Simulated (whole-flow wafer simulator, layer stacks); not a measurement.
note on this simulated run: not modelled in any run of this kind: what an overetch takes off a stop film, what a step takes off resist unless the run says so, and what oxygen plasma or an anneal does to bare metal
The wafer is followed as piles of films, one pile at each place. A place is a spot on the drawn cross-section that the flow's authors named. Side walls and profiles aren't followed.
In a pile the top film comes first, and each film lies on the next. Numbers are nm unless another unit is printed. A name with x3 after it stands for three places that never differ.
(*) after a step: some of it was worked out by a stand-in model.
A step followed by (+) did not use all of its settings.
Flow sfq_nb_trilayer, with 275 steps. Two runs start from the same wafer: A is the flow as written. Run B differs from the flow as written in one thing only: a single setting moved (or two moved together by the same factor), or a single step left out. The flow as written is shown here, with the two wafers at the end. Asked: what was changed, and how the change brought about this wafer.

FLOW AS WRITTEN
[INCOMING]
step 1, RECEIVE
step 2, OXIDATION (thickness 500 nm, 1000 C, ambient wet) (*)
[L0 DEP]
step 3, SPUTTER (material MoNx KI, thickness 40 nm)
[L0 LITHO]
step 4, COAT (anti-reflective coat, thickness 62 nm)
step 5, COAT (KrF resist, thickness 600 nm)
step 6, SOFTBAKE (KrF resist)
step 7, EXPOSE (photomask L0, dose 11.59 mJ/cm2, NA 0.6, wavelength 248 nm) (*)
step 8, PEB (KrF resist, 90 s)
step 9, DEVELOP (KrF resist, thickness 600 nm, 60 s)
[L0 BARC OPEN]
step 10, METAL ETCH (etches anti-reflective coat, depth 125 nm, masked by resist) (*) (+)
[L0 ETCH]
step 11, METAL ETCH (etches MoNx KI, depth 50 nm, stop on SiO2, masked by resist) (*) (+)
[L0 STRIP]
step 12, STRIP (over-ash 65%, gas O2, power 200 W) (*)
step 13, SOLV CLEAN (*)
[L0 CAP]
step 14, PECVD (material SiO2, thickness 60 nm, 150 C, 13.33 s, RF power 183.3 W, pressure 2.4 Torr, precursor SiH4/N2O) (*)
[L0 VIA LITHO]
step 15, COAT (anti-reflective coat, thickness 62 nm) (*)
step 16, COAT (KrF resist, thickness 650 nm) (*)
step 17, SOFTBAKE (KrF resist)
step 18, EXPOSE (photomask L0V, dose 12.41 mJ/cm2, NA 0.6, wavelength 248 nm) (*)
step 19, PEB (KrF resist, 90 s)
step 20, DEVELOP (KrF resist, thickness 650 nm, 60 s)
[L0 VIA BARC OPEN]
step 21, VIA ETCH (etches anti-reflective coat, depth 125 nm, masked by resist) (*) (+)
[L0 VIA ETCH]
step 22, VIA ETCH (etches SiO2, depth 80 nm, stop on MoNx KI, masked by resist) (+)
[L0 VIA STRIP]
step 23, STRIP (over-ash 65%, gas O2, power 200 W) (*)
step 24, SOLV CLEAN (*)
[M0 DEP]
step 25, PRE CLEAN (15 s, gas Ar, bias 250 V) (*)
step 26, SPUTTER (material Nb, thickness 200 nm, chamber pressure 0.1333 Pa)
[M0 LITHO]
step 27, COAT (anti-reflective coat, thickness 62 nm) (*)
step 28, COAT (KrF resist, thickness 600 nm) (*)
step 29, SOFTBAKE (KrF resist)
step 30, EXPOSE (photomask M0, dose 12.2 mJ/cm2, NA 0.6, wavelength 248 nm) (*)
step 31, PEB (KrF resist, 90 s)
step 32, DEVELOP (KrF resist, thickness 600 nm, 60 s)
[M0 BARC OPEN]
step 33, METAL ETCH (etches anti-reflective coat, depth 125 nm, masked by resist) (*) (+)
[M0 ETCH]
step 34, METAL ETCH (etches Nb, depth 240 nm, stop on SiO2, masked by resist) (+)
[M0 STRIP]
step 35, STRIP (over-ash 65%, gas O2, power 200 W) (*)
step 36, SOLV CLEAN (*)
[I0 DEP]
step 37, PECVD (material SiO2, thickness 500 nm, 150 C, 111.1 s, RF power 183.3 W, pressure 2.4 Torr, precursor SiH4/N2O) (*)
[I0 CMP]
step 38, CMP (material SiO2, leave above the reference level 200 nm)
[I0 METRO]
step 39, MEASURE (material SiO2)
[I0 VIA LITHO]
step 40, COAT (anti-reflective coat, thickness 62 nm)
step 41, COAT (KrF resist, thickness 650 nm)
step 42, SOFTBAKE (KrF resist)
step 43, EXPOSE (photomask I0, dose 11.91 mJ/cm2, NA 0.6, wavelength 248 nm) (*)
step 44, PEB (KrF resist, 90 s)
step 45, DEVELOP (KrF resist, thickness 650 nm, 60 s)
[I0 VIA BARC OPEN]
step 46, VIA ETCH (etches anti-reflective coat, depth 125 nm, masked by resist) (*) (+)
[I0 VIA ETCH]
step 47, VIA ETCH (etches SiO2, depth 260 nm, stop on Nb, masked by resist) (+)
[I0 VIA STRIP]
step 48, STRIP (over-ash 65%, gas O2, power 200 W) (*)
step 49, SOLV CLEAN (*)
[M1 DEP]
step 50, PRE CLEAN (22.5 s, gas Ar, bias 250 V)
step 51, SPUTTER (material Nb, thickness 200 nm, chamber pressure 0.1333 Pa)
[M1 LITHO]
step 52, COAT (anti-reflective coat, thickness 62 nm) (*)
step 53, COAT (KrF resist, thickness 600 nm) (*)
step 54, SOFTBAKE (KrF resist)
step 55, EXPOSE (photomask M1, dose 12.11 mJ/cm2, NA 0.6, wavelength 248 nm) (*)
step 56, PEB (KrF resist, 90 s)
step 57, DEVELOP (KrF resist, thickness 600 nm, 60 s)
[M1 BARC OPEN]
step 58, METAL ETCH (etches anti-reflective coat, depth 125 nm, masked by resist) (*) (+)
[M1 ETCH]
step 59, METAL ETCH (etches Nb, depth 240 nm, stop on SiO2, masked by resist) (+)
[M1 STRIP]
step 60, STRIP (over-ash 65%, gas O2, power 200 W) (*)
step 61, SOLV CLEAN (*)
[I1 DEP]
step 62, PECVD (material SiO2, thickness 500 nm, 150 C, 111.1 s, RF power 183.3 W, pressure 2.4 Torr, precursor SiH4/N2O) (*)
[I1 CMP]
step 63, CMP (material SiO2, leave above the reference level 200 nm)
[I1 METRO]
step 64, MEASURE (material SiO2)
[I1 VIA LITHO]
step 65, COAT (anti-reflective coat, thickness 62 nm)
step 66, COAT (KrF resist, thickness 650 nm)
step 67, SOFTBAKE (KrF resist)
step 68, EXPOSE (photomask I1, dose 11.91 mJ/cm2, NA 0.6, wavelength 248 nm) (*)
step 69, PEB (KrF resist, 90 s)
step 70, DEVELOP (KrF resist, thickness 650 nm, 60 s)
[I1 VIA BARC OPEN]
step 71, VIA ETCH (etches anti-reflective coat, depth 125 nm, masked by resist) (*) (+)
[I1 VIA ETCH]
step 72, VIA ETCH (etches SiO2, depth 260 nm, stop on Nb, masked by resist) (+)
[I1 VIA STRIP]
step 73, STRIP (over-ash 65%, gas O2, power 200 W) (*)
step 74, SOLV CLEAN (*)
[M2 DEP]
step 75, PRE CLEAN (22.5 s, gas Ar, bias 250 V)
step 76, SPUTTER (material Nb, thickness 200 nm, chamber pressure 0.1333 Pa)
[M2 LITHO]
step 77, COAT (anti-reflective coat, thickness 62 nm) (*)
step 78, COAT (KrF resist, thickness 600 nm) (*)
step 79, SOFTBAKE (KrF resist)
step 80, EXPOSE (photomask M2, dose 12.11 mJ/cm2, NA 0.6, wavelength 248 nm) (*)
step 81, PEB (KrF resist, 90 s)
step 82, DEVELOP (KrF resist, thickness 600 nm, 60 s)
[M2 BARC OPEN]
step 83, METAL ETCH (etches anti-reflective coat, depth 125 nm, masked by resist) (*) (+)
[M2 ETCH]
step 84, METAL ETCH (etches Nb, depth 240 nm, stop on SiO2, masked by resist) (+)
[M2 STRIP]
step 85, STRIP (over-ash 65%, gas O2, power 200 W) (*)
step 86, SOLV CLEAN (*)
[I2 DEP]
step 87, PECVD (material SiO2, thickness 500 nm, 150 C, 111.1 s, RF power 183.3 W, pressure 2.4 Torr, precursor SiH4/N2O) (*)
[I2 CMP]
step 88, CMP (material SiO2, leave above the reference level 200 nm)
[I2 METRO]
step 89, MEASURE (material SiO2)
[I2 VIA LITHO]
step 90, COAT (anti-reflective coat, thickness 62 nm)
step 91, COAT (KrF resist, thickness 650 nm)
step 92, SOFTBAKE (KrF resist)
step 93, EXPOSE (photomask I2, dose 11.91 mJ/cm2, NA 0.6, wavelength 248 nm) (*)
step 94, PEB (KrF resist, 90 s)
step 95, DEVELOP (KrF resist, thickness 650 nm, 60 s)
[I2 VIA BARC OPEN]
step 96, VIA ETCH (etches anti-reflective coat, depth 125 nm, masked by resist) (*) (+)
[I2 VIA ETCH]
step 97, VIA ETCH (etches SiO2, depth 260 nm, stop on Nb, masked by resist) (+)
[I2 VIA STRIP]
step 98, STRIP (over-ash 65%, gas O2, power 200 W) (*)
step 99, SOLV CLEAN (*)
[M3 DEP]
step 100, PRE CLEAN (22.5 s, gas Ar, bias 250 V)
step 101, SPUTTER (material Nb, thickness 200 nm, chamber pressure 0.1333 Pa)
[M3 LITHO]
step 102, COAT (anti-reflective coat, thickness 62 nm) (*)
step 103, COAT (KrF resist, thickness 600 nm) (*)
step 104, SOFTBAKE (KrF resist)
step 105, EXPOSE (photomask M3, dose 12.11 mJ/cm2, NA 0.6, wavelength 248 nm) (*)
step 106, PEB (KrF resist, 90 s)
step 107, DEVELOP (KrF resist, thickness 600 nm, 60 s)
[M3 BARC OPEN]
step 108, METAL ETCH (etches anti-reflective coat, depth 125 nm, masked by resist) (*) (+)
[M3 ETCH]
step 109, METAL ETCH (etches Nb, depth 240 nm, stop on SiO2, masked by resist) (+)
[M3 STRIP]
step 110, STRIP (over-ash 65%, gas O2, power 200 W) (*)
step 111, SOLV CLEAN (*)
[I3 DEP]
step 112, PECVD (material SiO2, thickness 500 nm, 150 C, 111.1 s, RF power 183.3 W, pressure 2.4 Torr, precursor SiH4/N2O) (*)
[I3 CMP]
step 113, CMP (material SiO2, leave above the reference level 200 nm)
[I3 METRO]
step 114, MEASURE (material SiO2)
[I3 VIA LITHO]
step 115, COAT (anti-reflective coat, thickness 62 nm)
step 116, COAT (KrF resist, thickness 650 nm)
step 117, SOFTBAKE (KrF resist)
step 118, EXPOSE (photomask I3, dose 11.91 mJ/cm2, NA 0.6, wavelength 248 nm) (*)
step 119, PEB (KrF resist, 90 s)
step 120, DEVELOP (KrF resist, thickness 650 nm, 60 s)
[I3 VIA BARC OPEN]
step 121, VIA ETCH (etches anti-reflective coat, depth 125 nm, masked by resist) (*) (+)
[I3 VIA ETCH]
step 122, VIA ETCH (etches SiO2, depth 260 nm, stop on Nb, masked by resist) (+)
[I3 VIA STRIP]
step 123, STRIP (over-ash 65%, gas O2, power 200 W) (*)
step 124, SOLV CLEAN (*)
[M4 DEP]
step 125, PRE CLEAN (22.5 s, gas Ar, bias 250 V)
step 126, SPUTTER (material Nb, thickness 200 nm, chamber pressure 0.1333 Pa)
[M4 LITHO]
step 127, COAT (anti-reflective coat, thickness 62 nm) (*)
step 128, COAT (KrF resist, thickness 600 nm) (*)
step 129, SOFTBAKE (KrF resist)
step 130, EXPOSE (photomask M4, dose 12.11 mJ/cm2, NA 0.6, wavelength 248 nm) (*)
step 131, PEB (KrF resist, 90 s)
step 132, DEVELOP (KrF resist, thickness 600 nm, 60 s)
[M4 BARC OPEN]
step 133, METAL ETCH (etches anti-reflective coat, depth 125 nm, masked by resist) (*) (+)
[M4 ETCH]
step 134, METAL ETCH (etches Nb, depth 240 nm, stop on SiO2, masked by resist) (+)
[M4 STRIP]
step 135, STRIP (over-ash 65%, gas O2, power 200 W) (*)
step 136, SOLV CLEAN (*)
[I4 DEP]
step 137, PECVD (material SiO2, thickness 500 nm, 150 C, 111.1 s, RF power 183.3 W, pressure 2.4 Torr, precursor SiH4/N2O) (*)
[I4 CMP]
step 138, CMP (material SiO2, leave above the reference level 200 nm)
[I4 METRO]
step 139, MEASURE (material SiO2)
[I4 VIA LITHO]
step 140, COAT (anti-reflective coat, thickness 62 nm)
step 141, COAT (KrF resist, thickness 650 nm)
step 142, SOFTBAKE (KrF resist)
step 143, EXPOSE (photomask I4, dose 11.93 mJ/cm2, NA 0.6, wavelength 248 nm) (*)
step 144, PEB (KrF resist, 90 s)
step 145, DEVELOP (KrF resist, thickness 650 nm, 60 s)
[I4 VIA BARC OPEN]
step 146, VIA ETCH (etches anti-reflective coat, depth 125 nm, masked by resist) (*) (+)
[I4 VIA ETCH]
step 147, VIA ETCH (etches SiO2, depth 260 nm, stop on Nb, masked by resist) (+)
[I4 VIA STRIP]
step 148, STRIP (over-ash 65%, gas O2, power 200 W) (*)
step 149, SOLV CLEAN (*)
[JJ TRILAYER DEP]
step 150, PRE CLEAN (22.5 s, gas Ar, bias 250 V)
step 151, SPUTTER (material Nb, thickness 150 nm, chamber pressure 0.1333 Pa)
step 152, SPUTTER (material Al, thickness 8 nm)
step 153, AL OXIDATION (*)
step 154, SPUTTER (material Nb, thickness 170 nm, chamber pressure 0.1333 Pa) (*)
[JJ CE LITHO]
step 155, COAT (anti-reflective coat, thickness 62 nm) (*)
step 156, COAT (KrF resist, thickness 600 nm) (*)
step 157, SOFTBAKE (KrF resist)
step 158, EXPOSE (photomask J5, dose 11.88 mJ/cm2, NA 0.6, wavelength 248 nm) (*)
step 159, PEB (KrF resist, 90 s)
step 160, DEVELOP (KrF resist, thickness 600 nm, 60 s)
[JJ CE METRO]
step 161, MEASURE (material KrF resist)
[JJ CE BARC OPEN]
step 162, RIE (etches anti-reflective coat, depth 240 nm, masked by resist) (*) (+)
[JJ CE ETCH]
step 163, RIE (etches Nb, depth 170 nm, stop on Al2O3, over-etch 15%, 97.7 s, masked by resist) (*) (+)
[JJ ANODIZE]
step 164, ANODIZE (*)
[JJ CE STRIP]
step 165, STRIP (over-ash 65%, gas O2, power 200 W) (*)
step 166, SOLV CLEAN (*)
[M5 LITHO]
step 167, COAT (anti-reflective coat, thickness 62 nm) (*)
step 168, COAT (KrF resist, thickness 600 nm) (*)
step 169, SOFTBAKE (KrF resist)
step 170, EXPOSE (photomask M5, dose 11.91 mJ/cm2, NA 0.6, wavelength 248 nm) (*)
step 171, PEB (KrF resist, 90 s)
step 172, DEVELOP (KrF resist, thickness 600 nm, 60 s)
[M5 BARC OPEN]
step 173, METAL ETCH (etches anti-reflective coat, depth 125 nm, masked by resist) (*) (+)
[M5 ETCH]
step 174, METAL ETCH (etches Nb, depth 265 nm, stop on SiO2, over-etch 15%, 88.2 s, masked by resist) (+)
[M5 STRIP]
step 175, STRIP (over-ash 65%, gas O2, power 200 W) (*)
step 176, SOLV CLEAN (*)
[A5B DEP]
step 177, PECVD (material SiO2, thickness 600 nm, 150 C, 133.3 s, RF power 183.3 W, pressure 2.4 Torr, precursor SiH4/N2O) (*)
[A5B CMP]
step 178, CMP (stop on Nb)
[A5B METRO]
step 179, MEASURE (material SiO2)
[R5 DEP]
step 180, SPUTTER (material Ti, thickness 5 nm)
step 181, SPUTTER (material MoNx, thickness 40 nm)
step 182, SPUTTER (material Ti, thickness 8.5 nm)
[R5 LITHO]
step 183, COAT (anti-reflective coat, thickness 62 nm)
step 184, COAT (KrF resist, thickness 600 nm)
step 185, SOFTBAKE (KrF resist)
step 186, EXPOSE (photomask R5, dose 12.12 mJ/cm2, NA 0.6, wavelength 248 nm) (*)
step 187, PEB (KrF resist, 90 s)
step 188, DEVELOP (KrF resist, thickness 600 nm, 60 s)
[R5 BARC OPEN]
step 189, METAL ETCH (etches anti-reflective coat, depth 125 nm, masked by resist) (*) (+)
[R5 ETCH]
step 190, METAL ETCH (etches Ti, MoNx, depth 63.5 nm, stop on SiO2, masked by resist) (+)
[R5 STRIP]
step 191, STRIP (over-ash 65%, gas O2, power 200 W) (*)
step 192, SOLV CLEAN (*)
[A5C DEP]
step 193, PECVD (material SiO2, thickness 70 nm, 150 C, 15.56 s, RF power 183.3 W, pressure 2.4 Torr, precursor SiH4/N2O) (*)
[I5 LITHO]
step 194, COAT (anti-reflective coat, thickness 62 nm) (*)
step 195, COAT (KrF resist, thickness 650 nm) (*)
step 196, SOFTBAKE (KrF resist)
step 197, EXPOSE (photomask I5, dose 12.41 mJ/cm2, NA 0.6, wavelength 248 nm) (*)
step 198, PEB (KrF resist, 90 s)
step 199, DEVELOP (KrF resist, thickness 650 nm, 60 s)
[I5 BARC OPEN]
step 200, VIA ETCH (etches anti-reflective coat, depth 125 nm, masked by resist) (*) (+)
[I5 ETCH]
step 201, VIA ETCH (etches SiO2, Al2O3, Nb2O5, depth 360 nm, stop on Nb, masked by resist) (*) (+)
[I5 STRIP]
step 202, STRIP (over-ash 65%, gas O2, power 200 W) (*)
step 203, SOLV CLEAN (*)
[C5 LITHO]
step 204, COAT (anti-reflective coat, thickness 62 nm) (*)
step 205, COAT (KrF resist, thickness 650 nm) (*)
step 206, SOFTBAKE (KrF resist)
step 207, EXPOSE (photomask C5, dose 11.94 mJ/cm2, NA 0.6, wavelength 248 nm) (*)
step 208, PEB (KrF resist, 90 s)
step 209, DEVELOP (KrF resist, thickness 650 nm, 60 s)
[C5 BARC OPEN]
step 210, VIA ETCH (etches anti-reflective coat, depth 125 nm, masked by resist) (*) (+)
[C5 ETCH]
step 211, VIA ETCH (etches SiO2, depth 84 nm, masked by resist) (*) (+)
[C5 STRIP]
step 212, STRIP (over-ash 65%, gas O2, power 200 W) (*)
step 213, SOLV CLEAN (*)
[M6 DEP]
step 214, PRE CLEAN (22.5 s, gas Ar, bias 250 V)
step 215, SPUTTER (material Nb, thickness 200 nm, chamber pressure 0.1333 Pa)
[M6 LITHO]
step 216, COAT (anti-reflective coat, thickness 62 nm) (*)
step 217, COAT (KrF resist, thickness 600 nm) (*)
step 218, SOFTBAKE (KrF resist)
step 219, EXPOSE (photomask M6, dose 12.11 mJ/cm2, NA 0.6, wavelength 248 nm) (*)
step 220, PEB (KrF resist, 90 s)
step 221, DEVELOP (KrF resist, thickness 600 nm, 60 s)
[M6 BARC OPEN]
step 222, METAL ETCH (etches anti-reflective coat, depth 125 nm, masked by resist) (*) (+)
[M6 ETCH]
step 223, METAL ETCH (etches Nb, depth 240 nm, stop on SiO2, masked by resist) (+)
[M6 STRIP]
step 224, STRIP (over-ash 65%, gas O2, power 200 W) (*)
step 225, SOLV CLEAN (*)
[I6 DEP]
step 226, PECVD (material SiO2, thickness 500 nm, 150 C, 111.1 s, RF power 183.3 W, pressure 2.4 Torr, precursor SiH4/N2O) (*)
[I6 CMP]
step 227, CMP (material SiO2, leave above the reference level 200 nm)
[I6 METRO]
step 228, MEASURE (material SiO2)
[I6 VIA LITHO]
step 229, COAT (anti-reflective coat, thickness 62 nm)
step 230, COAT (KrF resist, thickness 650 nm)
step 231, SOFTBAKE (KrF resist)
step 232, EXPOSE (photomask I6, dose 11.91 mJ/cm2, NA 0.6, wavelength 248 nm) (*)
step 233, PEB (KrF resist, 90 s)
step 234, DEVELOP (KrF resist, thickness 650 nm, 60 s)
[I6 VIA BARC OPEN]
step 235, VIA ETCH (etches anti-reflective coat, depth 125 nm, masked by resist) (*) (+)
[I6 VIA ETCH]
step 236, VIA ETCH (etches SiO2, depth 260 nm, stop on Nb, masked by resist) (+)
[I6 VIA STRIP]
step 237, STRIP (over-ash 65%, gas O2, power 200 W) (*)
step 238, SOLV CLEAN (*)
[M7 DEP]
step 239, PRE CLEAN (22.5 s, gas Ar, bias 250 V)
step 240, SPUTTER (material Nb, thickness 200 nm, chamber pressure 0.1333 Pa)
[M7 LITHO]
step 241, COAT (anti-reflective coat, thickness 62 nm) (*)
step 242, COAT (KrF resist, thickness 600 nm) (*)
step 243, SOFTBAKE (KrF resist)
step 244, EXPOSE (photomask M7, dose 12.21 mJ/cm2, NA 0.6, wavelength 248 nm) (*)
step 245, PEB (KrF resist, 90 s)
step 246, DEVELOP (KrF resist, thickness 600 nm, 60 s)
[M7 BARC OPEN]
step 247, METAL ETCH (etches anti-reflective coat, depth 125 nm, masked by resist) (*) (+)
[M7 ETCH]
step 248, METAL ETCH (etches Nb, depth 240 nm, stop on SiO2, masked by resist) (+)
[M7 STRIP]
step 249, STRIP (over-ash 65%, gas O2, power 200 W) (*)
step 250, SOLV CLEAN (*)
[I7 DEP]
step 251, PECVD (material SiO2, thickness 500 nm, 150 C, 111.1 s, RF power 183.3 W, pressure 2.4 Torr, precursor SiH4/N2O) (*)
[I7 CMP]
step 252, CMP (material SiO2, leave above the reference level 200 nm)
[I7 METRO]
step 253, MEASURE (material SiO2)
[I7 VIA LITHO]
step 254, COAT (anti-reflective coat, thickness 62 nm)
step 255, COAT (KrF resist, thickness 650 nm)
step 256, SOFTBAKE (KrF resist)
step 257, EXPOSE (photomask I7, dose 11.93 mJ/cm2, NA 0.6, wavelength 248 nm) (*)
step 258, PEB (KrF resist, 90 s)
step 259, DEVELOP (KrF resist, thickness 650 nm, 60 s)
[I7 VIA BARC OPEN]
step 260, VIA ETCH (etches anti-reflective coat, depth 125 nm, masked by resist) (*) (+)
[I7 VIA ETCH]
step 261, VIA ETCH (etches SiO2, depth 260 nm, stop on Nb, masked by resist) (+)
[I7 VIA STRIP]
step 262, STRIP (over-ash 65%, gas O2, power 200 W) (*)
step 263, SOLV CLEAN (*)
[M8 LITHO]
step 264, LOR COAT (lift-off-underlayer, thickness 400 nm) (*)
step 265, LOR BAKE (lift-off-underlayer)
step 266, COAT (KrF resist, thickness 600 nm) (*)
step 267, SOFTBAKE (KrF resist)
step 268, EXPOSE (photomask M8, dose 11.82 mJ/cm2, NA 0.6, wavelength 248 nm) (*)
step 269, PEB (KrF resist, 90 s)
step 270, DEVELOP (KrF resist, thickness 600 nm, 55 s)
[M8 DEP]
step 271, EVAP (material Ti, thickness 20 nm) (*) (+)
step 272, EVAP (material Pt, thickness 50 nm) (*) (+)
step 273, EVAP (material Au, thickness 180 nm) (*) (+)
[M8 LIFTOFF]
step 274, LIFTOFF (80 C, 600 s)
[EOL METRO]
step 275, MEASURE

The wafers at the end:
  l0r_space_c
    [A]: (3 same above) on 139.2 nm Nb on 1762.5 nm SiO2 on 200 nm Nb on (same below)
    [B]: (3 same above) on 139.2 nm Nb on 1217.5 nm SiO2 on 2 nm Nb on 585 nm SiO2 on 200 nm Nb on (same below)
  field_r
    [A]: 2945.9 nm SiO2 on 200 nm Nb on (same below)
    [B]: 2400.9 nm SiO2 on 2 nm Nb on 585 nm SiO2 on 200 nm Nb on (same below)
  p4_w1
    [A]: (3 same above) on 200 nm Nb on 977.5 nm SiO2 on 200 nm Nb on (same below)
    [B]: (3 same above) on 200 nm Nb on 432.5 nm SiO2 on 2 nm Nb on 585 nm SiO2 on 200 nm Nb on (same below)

The reason: step 76, SPUTTER: thickness 242 nm was run, whereas the flow has thickness 200 nm.

The path from the change to this, step by step:
  step 76, SPUTTER (material Nb, thickness 200 nm, chamber pressure 0.1333 Pa)
      field_l, v_sur, via_wl and 102 more: A +200 Nb (new film) | B +242 Nb (new film)
      via_v: A +174.5 Nb | B +211.7 Nb
  step 84, METAL ETCH (etches Nb, depth 240 nm, stop on SiO2, masked by resist) (+)
      field_l, be, be_sur and 81 more: A -200 Nb (all of it) | B -240 Nb
  step 87, PECVD (material SiO2, thickness 500 nm, 150 C, 111.1 s, RF power 183.3 W, pressure 2.4 Torr, precursor SiH4/N2O) (*)
      field_l, be, be_sur and 81 more: A +500 SiO2 | B +500 SiO2 (new film)
      via_v: A +606 SiO2 (new film) | B +586.4 SiO2 (new film)
  step 88, CMP (material SiO2, leave above the reference level 200 nm)
      field_l, be, be_sur and 81 more: A -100 SiO2 | B -60 SiO2
      via_v: A -181.6 SiO2 | B -157.1 SiO2
If metal films that touch count as one body, l0r_space_c has 3 bodies (between them, from the top down: SiO2 1217.5; SiO2 585); the flow as written gives 2 bodies (between them, from the top down: SiO2 1762.5).
If metal films that touch count as one body, field_r has 2 bodies (between them, from the top down: SiO2 585); the flow as written gives 1 body.
If metal films that touch count as one body, p4_w1 has 4 bodies (between them, from the top down: SiO2 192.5; SiO2 432.5; SiO2 585); the flow as written gives 3 bodies (between them, from the top down: SiO2 192.5; SiO2 977.5).
